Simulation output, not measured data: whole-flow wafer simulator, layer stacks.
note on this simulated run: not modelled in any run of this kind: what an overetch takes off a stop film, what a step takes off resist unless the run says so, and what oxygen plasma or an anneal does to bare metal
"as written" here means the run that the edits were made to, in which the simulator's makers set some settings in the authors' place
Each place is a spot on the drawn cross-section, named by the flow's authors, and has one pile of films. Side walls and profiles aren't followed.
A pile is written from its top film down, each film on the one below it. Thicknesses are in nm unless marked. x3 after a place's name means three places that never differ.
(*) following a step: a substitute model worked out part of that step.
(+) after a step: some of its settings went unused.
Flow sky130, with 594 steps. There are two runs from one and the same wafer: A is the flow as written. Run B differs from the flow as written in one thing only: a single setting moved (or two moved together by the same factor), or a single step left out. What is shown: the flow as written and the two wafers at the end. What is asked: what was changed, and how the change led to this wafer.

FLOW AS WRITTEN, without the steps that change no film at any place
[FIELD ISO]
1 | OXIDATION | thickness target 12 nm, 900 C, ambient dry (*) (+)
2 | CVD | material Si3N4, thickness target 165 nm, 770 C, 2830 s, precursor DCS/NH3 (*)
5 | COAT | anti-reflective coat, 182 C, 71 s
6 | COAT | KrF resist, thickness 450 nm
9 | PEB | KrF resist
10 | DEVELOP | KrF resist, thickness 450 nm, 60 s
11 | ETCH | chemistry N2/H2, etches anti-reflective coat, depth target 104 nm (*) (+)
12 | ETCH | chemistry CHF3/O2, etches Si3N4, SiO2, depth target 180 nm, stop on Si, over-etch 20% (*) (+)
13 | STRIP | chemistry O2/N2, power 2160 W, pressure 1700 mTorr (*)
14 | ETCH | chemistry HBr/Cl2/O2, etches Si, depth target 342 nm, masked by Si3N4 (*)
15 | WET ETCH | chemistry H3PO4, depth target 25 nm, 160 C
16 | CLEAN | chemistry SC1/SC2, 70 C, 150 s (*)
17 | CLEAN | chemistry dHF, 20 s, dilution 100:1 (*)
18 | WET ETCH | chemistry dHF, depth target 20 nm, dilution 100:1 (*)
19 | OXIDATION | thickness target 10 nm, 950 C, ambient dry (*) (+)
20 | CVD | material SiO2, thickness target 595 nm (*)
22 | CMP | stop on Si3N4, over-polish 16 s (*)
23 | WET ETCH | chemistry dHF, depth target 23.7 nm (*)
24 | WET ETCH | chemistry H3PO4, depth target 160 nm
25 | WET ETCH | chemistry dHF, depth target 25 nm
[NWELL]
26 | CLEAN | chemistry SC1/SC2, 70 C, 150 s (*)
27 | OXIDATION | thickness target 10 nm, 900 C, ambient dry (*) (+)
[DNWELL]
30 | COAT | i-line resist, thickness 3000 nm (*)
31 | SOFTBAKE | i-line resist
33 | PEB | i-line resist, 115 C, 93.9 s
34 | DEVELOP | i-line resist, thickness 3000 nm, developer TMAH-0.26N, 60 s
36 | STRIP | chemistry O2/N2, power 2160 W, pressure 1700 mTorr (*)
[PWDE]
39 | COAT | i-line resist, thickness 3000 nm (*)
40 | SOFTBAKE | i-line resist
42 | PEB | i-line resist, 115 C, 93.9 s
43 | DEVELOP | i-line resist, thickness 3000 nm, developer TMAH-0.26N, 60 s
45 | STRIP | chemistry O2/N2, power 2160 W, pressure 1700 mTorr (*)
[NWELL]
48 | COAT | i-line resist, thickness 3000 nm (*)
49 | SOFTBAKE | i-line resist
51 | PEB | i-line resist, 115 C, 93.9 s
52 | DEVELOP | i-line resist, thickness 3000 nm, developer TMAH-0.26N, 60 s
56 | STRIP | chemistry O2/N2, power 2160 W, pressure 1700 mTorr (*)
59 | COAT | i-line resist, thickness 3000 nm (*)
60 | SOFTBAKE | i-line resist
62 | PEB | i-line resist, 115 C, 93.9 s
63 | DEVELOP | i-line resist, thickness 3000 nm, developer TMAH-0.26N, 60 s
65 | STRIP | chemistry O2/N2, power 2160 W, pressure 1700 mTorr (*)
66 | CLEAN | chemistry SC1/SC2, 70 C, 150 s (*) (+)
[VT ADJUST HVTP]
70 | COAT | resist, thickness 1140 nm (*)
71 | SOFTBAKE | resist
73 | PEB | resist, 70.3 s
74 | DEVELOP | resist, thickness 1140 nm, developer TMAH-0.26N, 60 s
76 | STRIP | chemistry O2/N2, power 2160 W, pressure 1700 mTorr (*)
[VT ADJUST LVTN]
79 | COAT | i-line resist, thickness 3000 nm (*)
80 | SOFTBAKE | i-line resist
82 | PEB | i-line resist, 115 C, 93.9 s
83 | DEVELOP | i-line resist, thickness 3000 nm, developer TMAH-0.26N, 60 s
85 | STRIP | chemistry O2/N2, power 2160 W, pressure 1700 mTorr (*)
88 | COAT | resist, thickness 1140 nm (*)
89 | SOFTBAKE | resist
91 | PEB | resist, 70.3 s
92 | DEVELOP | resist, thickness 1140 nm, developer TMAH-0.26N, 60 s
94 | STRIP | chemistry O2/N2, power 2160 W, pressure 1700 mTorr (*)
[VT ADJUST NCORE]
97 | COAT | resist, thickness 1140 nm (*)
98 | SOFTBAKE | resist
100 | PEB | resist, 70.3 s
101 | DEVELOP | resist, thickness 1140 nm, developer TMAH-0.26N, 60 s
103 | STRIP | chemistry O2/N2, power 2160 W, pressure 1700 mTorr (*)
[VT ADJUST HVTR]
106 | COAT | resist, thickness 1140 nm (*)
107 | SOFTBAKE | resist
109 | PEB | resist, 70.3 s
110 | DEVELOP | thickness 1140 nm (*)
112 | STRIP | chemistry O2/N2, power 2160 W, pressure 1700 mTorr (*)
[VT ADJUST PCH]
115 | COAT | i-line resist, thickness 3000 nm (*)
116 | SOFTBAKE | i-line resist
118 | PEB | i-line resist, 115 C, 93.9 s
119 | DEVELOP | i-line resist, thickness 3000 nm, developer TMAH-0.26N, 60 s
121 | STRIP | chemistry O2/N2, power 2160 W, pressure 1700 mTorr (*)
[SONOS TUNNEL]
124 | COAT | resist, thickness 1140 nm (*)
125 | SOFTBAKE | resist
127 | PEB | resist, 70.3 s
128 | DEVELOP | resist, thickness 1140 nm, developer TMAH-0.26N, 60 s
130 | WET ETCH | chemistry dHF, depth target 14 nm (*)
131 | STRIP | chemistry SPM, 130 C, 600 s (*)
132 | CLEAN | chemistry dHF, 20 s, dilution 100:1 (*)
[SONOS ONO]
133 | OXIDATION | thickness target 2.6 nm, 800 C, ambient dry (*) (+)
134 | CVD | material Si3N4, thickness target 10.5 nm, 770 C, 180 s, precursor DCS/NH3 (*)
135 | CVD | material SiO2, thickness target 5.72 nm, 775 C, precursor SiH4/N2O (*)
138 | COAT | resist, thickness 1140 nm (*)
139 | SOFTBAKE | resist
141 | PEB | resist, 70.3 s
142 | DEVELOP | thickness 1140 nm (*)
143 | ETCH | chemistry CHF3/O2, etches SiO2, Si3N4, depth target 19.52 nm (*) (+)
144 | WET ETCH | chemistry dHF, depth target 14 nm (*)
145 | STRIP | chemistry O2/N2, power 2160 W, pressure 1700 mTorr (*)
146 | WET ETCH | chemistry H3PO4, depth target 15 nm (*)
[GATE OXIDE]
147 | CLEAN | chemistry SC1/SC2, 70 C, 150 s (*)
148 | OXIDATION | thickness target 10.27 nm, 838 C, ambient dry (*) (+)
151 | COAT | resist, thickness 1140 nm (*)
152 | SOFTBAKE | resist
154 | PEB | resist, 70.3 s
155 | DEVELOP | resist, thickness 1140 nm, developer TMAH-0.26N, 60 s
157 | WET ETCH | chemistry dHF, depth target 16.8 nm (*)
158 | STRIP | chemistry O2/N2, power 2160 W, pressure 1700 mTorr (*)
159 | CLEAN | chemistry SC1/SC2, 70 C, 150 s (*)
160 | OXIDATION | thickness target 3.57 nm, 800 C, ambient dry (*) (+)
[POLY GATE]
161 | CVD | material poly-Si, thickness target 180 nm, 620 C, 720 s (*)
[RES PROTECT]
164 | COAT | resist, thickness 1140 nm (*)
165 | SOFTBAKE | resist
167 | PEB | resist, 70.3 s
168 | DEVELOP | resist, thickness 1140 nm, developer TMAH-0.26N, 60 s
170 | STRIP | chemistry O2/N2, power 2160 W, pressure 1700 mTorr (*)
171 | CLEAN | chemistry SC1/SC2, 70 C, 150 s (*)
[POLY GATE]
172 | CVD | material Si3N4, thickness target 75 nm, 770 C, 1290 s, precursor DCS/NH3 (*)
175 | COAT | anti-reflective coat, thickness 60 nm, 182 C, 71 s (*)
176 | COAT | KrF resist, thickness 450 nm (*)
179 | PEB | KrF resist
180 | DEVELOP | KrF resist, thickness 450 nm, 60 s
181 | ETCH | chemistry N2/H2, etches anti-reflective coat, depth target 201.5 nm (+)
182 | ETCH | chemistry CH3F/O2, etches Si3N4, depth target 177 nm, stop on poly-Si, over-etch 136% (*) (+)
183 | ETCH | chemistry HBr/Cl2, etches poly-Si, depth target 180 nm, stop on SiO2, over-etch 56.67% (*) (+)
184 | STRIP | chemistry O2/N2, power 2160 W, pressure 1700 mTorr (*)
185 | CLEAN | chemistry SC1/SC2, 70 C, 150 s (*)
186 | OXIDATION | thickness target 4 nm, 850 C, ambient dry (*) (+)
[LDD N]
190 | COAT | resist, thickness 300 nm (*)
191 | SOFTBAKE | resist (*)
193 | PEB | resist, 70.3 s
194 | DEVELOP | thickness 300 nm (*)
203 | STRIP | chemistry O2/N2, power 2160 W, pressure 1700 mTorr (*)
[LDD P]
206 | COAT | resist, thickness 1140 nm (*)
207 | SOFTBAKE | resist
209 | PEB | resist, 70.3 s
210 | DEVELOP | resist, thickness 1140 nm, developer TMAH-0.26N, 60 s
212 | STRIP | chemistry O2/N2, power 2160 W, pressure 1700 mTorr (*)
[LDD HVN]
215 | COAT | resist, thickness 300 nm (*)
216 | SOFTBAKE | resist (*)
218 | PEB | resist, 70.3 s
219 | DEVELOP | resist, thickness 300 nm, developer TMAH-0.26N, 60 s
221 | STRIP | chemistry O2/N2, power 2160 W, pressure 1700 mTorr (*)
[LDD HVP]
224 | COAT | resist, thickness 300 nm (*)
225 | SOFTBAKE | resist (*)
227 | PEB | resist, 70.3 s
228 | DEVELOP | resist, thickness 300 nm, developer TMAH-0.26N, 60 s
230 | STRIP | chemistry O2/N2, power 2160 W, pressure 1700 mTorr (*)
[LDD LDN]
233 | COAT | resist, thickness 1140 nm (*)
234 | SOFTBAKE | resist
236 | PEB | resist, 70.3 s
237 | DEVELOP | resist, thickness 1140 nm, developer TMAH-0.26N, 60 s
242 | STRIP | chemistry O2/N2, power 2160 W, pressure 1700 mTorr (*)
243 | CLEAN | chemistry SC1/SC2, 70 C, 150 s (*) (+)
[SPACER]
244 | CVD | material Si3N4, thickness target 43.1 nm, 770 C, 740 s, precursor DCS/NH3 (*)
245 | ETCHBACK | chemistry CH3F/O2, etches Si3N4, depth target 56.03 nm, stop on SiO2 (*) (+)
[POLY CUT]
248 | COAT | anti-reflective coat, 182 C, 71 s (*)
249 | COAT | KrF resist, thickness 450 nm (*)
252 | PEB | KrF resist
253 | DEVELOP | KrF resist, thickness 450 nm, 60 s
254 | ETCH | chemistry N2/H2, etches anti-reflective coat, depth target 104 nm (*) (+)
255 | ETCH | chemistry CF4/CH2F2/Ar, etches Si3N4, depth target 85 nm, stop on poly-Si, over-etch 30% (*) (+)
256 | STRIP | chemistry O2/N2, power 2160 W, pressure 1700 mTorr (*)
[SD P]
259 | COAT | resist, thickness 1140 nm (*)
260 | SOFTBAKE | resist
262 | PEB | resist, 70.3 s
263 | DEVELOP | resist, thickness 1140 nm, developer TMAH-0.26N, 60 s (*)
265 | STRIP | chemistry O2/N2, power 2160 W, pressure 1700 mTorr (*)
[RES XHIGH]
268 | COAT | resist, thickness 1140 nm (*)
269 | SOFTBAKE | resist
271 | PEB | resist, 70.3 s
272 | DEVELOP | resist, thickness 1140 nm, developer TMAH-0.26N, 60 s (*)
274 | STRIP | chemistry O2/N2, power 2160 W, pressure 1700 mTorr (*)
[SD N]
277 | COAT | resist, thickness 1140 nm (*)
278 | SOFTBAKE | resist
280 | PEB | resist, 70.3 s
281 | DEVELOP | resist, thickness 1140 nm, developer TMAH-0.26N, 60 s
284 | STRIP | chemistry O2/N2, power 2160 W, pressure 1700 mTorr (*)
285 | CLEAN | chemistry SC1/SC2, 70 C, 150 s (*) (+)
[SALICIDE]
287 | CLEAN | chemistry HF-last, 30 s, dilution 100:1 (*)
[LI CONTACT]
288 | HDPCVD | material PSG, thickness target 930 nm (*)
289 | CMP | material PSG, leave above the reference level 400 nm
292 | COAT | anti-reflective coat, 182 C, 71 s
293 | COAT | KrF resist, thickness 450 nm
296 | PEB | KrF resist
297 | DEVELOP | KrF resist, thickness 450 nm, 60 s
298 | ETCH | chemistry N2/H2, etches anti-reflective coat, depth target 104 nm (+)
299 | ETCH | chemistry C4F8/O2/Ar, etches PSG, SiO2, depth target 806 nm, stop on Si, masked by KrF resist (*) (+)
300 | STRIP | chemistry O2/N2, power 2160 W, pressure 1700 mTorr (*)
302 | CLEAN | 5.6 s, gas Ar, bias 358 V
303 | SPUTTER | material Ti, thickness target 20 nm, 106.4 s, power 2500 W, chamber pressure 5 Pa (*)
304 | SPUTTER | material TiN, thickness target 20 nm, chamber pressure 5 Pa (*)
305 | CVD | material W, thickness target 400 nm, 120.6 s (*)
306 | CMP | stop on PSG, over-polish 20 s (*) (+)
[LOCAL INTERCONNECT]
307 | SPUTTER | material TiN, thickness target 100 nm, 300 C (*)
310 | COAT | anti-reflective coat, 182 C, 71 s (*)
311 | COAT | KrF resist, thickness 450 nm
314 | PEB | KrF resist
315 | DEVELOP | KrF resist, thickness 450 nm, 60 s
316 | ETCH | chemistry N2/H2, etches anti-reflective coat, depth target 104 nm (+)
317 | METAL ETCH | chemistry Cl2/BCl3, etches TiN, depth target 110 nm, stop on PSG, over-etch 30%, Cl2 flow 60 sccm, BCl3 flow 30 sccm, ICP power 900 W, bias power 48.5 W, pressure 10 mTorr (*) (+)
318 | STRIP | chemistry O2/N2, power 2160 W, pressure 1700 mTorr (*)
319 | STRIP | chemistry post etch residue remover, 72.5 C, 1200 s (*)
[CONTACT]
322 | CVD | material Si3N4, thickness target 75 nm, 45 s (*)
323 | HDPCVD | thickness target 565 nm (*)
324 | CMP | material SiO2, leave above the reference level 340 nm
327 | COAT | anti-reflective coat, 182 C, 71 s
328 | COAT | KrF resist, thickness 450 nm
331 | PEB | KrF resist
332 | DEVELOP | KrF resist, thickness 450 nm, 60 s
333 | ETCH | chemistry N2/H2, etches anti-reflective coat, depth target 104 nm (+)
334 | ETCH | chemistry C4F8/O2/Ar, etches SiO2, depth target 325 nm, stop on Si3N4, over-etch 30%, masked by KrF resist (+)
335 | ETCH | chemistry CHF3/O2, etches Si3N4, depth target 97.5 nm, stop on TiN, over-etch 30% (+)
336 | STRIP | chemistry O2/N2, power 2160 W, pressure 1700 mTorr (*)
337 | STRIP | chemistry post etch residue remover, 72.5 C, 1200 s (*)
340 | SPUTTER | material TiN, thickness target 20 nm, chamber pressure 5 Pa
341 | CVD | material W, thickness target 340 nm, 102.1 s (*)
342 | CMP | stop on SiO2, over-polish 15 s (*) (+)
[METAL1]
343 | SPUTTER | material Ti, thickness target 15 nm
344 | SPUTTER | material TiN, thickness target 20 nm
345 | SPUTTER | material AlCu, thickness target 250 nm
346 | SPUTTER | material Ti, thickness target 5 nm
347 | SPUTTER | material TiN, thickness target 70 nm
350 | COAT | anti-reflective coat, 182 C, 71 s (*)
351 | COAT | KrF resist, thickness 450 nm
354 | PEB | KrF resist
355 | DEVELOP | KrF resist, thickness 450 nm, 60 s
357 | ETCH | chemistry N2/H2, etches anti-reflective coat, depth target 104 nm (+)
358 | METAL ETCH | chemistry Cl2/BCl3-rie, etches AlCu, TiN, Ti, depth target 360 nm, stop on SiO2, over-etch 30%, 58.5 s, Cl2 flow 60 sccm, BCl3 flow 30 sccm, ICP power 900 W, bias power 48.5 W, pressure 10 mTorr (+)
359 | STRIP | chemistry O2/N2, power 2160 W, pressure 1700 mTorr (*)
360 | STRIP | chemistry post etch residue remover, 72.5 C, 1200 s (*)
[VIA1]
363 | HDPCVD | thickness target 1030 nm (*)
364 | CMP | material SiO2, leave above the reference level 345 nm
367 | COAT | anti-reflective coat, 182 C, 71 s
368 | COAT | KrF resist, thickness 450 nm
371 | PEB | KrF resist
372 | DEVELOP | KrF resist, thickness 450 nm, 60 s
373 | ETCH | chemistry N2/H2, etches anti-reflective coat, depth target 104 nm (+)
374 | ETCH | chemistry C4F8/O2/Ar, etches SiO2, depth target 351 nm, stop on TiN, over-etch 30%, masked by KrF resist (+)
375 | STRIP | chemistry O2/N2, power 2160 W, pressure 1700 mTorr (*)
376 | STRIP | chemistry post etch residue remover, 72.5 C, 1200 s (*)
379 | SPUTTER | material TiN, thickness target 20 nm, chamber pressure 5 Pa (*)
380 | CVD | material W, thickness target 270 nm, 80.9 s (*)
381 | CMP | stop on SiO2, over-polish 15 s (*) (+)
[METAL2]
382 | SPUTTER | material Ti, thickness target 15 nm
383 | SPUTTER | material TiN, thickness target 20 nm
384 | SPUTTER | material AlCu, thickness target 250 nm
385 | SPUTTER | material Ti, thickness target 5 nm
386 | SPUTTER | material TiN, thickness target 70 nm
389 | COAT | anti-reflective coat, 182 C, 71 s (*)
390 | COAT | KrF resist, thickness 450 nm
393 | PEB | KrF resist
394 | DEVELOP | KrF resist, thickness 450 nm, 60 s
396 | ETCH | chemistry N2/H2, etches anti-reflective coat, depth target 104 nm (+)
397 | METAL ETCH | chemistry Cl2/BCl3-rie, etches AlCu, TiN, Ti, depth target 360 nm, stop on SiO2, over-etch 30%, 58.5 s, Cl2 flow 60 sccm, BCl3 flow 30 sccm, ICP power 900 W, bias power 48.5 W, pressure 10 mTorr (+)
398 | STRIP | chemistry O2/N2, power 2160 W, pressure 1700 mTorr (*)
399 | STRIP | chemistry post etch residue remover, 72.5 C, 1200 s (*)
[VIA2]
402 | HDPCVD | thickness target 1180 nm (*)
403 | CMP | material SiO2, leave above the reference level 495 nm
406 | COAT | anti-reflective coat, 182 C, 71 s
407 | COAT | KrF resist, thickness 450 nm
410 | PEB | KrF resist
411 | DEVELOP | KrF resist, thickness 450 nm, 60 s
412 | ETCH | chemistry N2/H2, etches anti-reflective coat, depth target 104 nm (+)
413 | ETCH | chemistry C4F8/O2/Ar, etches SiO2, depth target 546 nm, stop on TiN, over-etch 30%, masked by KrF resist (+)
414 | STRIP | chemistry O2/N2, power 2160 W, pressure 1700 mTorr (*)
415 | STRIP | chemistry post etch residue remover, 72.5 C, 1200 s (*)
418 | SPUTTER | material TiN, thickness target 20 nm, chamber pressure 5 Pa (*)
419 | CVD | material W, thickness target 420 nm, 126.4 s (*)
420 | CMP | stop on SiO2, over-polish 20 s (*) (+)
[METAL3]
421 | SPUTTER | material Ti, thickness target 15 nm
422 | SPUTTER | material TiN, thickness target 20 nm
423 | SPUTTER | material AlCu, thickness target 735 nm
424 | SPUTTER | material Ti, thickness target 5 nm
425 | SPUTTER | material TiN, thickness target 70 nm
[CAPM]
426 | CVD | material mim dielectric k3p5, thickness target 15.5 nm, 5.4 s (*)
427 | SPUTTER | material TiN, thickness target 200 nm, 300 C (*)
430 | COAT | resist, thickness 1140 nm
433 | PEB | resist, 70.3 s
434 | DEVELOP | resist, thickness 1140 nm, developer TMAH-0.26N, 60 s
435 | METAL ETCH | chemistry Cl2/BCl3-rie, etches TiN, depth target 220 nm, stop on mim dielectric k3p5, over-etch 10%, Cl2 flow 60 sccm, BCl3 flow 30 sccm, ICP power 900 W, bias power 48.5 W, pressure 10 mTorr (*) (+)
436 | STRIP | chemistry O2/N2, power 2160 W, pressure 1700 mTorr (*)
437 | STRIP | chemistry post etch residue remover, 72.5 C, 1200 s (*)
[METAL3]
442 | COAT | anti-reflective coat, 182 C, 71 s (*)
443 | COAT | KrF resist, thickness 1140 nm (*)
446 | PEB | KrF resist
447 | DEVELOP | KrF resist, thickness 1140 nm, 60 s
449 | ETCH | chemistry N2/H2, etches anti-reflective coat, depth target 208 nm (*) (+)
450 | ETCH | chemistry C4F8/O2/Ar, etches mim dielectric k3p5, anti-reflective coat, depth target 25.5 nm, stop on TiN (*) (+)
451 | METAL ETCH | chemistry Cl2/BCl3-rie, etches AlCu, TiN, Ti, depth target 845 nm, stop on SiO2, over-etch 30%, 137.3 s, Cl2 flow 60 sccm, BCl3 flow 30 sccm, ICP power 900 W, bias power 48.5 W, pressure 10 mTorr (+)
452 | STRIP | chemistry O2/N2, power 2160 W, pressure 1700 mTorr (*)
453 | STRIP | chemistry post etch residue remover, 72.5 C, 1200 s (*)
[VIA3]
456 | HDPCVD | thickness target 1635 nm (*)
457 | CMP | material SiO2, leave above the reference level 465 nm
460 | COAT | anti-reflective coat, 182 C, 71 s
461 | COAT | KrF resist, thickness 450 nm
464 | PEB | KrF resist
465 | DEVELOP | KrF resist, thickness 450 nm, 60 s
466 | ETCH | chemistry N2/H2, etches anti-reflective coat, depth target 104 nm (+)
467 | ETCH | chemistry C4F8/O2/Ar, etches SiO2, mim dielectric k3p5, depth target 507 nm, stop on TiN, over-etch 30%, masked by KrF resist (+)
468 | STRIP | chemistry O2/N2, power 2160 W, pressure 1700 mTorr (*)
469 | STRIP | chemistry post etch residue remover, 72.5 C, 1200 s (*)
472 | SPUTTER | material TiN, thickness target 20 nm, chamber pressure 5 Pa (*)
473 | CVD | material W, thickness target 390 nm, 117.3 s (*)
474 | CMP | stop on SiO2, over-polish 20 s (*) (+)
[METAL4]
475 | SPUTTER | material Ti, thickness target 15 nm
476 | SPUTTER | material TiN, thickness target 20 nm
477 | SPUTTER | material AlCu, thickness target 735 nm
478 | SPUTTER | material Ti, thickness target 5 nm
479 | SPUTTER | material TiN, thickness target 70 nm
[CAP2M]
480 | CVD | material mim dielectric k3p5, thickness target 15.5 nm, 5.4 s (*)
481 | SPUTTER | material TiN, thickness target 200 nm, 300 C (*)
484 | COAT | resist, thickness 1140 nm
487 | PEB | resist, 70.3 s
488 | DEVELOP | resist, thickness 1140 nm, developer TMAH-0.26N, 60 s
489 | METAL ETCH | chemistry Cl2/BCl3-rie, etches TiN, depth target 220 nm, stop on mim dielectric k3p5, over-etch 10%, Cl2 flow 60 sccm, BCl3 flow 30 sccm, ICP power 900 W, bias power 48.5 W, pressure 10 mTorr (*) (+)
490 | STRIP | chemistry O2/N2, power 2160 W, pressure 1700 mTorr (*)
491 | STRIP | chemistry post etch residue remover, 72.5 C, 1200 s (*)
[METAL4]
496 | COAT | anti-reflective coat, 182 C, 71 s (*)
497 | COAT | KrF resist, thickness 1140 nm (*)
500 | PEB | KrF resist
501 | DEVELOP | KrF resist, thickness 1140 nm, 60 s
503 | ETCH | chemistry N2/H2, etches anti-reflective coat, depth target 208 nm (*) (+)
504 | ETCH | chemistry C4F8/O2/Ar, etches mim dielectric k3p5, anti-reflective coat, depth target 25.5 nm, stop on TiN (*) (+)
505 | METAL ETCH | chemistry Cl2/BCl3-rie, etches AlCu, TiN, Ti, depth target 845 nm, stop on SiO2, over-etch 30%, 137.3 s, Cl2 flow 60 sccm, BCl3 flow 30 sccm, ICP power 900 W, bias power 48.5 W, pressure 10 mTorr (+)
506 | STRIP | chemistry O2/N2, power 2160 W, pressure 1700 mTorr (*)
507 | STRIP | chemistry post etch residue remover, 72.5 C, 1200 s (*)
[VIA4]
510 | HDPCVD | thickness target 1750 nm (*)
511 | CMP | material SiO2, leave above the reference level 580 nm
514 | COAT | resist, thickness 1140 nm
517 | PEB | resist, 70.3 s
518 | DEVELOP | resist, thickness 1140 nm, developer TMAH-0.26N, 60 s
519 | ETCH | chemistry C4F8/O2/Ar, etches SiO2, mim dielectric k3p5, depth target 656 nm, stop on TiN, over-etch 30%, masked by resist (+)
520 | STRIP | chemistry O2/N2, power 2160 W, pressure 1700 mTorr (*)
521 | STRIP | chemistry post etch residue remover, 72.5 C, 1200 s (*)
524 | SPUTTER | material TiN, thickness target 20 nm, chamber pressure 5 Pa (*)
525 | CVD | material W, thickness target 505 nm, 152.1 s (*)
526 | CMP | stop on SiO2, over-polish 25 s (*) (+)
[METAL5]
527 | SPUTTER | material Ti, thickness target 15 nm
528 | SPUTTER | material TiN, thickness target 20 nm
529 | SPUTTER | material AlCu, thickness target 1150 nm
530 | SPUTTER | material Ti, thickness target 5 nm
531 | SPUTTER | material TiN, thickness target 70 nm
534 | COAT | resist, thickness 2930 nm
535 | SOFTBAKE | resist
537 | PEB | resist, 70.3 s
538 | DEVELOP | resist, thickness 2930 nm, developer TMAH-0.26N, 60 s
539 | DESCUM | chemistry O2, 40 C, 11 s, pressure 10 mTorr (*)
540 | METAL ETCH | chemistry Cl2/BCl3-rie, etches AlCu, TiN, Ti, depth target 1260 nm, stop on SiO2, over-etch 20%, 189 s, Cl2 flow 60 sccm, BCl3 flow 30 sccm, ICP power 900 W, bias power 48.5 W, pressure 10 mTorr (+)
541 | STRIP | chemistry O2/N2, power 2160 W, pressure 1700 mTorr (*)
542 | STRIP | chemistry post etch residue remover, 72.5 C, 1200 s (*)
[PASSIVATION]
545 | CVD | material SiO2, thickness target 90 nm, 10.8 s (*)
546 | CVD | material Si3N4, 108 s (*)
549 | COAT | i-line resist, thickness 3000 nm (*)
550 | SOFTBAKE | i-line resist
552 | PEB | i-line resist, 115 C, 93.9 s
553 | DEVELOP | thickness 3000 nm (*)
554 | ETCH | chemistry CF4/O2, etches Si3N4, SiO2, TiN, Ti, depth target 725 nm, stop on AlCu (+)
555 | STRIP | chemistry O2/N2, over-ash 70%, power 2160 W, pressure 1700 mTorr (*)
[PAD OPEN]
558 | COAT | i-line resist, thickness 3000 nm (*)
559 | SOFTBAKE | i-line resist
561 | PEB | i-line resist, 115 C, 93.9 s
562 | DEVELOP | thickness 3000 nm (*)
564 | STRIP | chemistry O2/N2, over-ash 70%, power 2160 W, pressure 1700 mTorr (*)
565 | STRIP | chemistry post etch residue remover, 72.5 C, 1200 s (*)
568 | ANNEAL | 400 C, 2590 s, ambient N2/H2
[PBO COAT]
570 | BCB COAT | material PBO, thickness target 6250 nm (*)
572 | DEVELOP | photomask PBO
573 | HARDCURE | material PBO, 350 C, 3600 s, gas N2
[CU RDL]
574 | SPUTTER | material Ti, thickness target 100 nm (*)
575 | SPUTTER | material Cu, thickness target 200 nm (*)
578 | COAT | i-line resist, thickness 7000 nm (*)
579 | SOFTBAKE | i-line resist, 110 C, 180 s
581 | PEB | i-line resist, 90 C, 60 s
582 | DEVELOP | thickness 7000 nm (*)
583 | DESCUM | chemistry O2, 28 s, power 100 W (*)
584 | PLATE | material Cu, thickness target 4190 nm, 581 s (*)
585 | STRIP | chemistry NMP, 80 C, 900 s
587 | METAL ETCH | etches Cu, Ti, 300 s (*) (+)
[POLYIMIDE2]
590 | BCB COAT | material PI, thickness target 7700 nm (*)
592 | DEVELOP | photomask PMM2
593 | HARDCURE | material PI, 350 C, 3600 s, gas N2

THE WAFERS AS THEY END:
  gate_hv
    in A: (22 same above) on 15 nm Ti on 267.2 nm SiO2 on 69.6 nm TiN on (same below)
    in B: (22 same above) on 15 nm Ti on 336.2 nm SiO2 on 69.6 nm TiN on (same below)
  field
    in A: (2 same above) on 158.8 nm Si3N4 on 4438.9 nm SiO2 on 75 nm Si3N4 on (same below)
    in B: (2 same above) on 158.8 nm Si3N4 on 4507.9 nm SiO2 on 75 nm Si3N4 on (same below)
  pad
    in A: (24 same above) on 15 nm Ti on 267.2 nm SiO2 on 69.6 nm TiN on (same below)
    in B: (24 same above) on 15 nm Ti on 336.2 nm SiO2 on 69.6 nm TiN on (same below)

What caused this: step 364, CMP: leave above the reference level 414 nm was run, though the flow has leave above the reference level 345 nm.

The path from the change to this, step by step:
  364 | CMP | material SiO2, leave above the reference level 345 nm
      n_well, p_well, gate_hv and 100 more: A -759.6 SiO2 | B -690.6 SiO2
      field, active, gate and 81 more: A -389.1 SiO2 | B -320.1 SiO2
      (as well as at 4 more places)
  374 | ETCH | chemistry C4F8/O2/Ar, etches SiO2, depth target 351 nm, stop on TiN, over-etch 30%, masked by KrF resist (+)
      m1, via1_hole: A -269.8 SiO2 (all of it) | B -338.8 SiO2 (all of it)
  379 | SPUTTER | material TiN, thickness target 20 nm, chamber pressure 5 Pa (*)
      m1: A +11 TiN | B +9.74 TiN
      via1_hole: A +10.9 TiN | B +9.72 TiN
  380 | CVD | material W, thickness target 270 nm, 80.9 s (*)
      m1, via1_hole: A +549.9 W (new film) | B +620.1 W (new film)
